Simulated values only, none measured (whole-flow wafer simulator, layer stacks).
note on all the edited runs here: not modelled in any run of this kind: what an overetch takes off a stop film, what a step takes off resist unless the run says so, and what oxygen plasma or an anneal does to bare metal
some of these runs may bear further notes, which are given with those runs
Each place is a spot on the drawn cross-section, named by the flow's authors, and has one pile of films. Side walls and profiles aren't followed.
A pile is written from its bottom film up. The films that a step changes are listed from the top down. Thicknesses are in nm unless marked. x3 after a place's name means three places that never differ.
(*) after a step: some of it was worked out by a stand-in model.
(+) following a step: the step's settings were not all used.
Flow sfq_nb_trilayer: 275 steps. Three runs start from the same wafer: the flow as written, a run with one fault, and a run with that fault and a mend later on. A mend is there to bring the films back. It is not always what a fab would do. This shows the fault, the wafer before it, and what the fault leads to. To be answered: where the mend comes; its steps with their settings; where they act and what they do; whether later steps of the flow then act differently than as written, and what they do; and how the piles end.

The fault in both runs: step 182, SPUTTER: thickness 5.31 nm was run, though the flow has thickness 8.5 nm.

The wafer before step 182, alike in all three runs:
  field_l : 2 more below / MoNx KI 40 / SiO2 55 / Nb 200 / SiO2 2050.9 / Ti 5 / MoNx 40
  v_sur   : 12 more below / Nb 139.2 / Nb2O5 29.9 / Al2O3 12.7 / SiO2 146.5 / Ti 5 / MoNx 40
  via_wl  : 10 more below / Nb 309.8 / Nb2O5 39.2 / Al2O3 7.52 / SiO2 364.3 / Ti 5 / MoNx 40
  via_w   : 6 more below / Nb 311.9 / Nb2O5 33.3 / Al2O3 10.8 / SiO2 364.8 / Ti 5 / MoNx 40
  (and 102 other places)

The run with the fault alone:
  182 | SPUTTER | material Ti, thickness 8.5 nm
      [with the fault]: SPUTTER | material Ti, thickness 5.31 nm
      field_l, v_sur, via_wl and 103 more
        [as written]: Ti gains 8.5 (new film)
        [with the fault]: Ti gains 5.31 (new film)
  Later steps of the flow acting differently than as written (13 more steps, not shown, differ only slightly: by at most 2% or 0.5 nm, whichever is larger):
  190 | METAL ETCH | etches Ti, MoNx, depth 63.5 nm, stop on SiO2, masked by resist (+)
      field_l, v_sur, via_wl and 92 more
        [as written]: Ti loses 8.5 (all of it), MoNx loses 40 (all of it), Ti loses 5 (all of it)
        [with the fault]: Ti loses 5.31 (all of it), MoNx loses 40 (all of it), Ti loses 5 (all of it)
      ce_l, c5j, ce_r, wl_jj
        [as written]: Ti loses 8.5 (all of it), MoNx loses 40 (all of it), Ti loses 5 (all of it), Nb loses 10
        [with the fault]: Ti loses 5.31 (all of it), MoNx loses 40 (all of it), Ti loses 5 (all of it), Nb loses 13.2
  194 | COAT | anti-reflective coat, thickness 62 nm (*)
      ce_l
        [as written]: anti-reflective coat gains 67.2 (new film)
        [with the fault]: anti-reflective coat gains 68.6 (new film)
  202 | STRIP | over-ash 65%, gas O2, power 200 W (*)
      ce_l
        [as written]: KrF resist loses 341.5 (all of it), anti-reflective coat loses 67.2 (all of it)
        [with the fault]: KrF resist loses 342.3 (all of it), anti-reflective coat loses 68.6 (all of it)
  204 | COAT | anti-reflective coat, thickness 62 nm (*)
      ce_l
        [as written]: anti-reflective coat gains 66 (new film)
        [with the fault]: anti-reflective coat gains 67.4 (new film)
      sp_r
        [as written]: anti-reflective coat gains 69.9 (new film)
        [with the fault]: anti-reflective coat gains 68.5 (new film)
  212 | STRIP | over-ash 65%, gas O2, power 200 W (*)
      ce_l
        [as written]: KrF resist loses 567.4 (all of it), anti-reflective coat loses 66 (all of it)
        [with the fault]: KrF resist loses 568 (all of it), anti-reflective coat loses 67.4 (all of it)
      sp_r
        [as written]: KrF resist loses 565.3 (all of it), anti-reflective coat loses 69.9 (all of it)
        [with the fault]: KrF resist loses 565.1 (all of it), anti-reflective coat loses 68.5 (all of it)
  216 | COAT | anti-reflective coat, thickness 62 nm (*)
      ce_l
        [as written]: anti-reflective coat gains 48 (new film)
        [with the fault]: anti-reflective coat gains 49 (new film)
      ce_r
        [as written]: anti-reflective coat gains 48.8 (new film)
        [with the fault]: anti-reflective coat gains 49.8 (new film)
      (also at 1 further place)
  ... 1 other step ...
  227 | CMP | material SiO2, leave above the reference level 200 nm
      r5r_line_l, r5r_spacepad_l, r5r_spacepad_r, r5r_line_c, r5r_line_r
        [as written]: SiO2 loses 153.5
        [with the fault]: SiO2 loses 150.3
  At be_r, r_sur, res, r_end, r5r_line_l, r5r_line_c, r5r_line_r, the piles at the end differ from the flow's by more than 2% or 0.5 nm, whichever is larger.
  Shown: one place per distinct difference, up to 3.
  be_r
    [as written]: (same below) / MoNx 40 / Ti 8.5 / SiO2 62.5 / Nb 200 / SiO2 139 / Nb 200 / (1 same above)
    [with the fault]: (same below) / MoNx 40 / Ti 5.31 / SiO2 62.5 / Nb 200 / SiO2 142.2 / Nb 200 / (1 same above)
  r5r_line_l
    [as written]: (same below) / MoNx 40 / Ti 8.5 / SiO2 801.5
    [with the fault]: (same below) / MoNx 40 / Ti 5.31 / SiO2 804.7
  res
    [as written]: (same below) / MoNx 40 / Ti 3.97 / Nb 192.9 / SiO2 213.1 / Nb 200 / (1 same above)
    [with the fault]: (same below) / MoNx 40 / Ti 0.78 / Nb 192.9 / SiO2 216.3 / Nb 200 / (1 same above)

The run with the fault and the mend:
  The mend stands after step 182.
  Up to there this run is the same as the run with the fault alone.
  182a | SPUTTER | material Ti, thickness 3.19 nm (a further turn of the flow's step 182, with different settings)
      field_l, v_sur, via_wl and 103 more
        Ti gains 3.19
  Every later step of the flow that is run acts as written at every place that is followed.
  By the end, the piles equal the flow's at every place that both follow.
